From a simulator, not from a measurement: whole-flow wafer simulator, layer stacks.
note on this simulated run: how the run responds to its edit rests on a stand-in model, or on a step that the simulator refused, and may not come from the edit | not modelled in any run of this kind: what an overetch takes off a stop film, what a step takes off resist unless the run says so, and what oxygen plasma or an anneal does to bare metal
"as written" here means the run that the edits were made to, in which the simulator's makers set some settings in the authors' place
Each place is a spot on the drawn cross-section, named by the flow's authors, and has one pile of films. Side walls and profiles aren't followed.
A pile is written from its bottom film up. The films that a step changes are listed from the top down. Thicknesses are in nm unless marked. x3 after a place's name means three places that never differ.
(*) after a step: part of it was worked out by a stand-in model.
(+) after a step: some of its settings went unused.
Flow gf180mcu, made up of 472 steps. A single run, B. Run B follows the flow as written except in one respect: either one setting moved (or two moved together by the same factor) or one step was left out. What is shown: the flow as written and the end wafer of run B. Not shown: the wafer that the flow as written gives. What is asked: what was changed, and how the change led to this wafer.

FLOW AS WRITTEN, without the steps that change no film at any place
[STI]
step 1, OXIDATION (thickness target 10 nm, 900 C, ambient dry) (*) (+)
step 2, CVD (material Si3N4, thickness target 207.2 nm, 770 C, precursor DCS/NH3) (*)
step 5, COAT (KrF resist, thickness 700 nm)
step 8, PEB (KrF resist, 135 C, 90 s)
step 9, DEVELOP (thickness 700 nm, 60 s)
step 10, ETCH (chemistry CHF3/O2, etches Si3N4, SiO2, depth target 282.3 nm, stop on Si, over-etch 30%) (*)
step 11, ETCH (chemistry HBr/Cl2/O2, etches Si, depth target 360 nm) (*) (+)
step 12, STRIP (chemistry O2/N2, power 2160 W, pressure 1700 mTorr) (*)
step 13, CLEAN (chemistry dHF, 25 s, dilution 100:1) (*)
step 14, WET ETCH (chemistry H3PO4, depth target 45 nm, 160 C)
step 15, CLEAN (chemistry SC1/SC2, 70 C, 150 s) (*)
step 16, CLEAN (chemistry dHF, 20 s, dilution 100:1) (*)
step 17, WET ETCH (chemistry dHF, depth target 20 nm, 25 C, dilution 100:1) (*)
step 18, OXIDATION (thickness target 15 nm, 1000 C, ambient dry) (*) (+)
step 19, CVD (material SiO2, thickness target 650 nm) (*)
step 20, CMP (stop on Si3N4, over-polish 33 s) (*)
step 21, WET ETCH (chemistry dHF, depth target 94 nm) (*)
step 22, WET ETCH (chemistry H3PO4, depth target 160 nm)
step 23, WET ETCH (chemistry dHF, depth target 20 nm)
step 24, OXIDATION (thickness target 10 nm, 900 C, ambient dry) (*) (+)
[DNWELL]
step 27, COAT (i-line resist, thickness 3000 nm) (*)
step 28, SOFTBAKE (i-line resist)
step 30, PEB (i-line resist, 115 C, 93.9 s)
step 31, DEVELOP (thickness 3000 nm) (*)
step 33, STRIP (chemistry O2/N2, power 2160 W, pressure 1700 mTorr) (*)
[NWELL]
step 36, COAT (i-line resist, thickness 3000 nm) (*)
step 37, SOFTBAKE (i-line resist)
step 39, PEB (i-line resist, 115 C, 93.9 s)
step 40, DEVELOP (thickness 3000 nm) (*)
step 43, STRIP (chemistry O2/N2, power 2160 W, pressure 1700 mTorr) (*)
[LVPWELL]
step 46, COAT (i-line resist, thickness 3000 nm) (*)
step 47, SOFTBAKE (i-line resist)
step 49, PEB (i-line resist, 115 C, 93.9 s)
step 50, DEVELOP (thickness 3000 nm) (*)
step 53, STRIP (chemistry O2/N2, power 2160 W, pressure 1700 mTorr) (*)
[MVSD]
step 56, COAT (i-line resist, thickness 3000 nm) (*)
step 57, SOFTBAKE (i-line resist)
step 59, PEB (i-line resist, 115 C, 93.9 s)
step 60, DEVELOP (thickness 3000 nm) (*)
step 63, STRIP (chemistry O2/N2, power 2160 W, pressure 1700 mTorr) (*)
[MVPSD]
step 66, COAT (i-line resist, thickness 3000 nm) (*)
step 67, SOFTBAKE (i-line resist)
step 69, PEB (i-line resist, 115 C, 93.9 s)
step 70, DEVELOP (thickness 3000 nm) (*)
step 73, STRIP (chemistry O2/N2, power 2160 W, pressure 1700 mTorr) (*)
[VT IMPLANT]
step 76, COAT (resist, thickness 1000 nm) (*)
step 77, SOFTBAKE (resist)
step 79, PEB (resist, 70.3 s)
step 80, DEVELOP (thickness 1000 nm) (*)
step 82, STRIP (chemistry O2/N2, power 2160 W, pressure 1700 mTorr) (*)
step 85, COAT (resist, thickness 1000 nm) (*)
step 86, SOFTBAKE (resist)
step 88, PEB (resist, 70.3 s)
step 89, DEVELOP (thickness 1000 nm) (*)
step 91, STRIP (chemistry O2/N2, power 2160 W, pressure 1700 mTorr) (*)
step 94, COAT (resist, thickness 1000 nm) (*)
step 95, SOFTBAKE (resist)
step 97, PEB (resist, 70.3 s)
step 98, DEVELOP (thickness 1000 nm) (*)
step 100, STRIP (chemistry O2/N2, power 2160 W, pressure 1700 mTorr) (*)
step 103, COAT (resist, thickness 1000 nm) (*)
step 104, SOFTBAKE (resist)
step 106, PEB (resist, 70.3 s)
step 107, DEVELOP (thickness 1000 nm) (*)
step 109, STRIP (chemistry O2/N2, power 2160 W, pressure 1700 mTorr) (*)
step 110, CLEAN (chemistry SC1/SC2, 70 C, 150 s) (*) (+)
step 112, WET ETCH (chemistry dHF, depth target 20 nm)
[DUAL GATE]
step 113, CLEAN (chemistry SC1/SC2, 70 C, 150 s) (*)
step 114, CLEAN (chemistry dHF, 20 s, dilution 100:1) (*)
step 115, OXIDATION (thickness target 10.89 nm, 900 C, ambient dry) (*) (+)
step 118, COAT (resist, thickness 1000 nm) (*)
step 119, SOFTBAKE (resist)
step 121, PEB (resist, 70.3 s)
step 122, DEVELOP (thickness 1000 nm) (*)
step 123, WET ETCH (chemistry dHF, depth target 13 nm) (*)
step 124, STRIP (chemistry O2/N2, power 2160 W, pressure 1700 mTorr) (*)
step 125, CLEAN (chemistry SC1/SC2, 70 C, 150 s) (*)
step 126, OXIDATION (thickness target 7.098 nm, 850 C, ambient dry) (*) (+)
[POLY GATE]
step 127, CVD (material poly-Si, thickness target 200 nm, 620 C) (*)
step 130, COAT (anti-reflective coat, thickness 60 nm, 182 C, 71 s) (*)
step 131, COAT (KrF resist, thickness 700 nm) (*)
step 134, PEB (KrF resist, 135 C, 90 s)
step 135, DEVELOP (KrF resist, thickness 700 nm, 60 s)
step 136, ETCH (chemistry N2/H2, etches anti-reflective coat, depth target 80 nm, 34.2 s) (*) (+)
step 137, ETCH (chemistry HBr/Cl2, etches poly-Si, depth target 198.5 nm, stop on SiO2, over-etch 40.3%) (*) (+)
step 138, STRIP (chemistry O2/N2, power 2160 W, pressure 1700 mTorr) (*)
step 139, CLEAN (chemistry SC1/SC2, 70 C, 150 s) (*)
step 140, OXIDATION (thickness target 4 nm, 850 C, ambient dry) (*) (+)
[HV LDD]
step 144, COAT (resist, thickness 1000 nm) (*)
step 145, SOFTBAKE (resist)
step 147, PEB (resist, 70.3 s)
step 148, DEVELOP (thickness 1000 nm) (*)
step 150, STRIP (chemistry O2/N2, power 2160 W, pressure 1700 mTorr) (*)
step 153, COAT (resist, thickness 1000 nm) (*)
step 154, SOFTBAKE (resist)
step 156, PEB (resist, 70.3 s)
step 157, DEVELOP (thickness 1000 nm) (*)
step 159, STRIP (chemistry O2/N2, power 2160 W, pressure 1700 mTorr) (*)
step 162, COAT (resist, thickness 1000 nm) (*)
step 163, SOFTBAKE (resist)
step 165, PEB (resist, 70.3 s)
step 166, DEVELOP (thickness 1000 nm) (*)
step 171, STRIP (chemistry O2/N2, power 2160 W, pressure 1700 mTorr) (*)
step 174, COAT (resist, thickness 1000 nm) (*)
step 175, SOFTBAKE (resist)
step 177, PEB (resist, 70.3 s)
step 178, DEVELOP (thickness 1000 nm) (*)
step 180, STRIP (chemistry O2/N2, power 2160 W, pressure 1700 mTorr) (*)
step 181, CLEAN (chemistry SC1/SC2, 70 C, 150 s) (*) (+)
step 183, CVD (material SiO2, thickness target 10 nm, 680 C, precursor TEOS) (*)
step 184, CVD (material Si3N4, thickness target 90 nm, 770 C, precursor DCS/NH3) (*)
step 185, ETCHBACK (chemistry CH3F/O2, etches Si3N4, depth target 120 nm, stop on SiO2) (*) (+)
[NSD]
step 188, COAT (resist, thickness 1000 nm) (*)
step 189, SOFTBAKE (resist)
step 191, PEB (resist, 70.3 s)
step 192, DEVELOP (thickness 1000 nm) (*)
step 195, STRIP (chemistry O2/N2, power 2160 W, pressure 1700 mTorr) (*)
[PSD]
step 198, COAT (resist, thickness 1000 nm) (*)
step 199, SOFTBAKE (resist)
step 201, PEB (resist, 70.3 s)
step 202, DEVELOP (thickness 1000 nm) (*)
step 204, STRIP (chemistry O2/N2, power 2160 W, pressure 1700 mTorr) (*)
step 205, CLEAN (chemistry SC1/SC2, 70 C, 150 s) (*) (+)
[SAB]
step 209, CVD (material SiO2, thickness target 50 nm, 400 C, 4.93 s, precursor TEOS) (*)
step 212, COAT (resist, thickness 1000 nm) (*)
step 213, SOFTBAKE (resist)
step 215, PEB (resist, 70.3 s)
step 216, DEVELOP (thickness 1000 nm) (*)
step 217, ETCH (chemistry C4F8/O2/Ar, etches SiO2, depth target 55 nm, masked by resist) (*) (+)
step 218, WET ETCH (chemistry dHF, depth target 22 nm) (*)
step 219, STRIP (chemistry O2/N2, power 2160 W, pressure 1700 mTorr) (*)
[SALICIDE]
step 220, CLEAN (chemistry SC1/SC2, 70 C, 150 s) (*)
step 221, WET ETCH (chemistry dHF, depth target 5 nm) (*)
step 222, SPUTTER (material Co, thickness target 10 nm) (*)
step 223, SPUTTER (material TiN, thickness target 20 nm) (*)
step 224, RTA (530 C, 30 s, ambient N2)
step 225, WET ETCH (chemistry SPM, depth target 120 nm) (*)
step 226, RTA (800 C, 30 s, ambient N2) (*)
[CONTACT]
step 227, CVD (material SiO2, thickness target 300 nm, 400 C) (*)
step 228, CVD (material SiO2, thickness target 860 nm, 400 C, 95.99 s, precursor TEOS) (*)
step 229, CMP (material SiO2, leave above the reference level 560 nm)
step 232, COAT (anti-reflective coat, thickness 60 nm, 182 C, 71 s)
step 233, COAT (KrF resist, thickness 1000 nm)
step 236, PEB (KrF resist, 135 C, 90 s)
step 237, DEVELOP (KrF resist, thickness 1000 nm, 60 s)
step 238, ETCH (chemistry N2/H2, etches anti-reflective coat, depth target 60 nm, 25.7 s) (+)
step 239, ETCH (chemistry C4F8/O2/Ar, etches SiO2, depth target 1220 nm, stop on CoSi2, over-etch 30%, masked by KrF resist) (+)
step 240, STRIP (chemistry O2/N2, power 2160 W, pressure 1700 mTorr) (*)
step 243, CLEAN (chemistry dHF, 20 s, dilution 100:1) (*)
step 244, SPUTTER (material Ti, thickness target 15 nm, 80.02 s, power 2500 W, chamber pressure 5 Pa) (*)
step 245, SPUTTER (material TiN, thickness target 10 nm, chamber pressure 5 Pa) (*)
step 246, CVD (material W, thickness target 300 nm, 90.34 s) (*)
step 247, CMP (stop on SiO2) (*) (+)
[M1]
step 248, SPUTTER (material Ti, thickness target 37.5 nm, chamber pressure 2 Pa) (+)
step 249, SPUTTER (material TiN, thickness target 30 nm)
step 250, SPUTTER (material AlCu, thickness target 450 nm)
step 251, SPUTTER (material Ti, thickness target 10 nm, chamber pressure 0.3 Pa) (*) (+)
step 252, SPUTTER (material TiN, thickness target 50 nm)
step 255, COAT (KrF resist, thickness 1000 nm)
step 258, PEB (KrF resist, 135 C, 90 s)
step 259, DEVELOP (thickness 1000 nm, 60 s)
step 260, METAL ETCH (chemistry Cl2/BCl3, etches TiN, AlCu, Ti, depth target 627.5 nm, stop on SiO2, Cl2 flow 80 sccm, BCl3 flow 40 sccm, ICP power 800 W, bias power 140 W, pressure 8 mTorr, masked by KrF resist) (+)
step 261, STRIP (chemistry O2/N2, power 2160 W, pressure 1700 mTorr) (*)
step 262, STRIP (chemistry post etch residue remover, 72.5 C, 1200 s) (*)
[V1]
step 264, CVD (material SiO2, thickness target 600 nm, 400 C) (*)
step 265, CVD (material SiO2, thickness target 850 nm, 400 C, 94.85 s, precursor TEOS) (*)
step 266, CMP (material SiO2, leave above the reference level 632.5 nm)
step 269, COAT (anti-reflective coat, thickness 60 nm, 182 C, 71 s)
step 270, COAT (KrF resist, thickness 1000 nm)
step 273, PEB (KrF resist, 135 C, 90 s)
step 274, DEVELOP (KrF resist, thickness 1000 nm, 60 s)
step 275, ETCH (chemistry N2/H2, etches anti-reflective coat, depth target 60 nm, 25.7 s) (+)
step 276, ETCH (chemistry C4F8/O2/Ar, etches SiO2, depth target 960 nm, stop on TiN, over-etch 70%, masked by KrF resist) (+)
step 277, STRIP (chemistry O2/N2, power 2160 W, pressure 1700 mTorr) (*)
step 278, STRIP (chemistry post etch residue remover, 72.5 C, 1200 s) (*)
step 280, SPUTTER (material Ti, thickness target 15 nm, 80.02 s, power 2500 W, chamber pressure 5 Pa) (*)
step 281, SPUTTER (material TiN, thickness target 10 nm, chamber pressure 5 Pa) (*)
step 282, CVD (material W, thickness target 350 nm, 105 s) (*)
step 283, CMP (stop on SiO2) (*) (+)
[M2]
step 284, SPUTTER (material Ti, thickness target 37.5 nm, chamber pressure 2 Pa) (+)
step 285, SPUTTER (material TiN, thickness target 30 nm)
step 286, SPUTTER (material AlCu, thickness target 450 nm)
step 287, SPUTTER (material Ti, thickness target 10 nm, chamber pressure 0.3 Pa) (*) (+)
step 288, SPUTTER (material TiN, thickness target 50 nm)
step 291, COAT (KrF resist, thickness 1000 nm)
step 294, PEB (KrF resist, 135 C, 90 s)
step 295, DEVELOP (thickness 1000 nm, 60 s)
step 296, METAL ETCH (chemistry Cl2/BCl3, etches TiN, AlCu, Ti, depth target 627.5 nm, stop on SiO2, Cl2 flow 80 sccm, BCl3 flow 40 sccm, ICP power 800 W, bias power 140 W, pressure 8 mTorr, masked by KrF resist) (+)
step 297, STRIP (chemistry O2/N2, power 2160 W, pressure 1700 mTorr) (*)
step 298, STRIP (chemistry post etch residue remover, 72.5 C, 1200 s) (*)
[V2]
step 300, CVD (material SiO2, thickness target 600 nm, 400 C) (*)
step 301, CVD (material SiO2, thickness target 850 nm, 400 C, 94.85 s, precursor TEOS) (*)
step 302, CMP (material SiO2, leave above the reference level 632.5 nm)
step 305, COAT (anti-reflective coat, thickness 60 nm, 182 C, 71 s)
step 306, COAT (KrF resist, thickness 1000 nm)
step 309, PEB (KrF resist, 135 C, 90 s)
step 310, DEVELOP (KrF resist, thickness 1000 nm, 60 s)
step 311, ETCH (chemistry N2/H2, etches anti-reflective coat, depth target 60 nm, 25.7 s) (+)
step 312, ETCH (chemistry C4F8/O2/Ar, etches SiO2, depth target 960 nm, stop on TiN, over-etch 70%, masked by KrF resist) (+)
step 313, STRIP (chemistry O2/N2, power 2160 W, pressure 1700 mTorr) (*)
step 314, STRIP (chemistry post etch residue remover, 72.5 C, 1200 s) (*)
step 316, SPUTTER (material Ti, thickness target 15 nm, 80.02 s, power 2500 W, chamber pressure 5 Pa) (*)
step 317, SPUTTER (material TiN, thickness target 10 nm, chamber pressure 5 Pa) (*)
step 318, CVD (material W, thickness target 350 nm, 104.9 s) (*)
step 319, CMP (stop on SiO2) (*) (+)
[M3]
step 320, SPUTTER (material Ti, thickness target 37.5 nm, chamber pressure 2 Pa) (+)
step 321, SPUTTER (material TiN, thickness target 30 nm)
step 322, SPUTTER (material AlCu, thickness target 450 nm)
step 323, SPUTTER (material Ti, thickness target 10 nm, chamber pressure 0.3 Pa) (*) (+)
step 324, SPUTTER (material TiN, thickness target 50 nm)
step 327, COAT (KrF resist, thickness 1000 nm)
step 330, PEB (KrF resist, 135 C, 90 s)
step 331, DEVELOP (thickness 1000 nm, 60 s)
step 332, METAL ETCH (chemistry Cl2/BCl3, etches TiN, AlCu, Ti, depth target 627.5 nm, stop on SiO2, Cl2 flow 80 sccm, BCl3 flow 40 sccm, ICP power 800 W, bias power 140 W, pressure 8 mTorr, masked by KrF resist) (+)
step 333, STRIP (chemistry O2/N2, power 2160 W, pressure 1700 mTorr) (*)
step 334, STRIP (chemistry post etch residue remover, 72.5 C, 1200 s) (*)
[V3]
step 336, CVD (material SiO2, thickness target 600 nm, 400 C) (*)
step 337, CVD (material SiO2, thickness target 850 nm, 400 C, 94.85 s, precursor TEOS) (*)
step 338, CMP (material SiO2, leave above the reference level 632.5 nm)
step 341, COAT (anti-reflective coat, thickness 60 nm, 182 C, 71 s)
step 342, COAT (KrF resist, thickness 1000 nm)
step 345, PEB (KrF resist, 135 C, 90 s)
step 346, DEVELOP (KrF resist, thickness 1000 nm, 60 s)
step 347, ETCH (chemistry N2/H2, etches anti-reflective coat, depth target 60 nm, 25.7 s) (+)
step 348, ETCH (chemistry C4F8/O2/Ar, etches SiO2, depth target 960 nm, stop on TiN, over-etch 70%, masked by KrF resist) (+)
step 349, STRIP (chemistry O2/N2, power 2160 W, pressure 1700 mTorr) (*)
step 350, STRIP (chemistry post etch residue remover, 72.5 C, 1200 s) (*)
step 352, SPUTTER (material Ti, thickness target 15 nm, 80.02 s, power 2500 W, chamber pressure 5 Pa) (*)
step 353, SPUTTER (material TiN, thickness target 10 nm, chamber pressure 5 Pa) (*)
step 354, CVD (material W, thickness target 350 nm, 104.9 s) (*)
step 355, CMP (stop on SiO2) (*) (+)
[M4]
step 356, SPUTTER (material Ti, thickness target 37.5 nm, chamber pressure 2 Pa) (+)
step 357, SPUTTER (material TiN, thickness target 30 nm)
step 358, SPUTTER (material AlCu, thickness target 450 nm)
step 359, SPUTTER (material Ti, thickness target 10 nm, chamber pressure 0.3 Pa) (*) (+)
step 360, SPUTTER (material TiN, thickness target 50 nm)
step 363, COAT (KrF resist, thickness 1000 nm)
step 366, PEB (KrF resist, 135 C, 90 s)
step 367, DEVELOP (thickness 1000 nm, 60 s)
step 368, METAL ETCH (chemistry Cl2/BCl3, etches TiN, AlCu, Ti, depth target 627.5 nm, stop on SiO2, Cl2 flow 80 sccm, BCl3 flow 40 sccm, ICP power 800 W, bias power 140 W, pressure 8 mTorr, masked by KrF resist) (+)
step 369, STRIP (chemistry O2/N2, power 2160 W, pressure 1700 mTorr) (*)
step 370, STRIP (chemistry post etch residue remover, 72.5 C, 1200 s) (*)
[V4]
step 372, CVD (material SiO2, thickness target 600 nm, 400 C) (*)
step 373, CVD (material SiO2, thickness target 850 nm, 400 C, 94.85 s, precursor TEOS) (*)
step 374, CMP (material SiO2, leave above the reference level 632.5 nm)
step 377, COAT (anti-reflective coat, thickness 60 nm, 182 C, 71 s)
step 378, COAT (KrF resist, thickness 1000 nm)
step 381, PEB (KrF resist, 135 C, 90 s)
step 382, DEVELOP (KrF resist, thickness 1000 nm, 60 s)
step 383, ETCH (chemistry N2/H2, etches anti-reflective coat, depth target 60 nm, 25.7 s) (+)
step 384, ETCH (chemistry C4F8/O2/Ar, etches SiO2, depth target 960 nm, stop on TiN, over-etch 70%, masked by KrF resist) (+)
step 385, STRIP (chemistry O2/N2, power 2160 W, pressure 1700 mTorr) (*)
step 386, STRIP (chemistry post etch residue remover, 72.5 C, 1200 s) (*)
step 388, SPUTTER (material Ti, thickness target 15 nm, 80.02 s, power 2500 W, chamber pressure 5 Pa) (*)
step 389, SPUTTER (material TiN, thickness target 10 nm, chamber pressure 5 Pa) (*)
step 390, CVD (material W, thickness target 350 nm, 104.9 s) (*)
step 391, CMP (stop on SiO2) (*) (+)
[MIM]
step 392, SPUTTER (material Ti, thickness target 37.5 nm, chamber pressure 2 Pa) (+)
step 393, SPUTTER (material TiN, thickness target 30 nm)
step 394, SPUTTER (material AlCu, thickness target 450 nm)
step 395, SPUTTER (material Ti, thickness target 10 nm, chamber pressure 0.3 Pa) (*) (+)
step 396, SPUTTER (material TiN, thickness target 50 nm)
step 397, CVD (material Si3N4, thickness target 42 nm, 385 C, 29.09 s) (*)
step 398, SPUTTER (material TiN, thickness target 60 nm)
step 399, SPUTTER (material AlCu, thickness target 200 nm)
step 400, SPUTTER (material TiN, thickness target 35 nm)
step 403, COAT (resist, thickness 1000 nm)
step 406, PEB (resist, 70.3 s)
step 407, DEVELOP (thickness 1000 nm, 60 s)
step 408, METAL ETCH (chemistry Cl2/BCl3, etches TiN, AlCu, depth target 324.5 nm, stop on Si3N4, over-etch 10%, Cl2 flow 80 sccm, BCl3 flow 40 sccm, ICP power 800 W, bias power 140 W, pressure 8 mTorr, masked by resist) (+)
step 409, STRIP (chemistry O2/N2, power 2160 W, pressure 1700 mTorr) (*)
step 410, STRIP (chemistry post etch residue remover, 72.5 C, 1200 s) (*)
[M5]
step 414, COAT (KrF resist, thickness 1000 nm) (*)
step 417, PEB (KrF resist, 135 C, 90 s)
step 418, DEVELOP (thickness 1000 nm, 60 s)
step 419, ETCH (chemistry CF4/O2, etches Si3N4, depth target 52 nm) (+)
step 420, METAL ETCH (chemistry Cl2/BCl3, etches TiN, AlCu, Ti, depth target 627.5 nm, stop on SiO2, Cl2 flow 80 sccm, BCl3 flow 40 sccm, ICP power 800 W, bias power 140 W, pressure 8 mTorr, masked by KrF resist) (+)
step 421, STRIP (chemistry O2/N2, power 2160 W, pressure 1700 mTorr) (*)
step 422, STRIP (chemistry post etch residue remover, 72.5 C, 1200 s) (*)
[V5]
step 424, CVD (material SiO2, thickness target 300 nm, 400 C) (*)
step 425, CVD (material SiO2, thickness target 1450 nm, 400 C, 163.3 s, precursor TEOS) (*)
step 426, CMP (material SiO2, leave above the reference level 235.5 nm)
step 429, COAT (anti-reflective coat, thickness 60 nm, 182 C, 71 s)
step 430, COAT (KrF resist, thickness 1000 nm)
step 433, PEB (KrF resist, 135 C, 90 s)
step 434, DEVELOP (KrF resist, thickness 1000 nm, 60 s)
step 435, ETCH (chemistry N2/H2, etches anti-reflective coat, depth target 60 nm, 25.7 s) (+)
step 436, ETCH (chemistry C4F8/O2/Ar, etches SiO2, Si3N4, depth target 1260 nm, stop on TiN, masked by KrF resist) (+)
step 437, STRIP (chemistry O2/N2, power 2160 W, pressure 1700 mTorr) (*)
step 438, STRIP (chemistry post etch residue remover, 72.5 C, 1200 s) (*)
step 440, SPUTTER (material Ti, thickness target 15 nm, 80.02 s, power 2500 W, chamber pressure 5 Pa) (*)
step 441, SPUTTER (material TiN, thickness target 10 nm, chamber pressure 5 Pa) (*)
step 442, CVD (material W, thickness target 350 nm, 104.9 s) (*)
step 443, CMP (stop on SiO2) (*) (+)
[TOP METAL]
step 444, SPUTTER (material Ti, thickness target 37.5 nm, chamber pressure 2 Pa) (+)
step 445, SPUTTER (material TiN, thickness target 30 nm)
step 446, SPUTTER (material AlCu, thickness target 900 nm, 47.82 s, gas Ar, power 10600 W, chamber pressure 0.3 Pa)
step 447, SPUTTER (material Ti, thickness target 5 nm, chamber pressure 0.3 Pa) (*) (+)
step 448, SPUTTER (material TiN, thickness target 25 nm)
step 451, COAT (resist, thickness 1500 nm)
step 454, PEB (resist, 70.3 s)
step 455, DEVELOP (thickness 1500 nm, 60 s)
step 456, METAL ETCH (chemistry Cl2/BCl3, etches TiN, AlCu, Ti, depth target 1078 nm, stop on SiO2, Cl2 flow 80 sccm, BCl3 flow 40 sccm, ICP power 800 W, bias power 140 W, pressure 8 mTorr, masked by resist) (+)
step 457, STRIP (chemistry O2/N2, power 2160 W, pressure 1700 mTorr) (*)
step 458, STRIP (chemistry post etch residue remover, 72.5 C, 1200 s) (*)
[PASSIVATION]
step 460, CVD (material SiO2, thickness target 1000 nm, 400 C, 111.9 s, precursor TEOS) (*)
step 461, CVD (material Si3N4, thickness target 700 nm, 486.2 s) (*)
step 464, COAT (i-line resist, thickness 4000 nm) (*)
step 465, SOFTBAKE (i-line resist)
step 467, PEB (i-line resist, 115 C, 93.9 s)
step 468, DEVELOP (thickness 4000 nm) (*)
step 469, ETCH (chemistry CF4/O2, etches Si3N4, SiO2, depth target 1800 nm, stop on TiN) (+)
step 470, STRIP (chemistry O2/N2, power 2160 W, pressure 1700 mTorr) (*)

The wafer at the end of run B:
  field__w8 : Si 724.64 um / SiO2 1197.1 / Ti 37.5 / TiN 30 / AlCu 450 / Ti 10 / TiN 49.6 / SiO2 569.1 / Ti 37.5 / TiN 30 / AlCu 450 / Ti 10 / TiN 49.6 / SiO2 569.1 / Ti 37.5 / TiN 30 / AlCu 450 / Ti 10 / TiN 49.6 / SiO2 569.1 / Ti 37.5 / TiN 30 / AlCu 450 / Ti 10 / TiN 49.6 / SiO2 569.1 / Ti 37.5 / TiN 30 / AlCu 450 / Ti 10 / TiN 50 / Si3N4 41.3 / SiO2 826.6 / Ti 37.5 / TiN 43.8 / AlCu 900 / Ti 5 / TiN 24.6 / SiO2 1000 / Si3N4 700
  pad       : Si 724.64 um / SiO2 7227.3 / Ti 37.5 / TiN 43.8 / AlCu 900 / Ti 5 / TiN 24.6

The reason: step 445, SPUTTER: thickness target 43.8 nm was run, though the flow has thickness target 30 nm.
The wafer itself shows it: field__w8 has TiN 43.8, and step 445 as written asks for 30 nm.

Step by step, how the change led to this:
  step 445, SPUTTER (material TiN, thickness target 30 nm)
      field, field__w1, field__w2 and 109 more: TiN gains 43.8 (new film) (it would be, as written: TiN gains 30 (new film))
  step 456, METAL ETCH (chemistry Cl2/BCl3, etches TiN, AlCu, Ti, depth target 1078 nm, stop on SiO2, Cl2 flow 80 sccm, BCl3 flow 40 sccm, ICP power 800 W, bias power 140 W, pressure 8 mTorr, masked by resist) (+)
      field, field__w1, field__w2 and 103 more: TiN loses 25 (all of it), Ti loses 5 (all of it), AlCu loses 900 (all of it), TiN loses 43.8 (all of it), Ti loses 37.5 (all of it) (it would be, as written: TiN loses 25 (all of it), Ti loses 5 (all of it), AlCu loses 900 (all of it), TiN loses 30 (all of it), Ti loses 37.5 (all of it))
  step 465, SOFTBAKE (i-line resist)
      gate: i-line resist loses 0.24 (it would be, as written: i-line resist gains 1.79)
      ld_acc_p, ld_fp_p, ld_drift_p: i-line resist gains 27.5 (it would be, as written: i-line resist gains 33.8)
      (also at 58 further places)
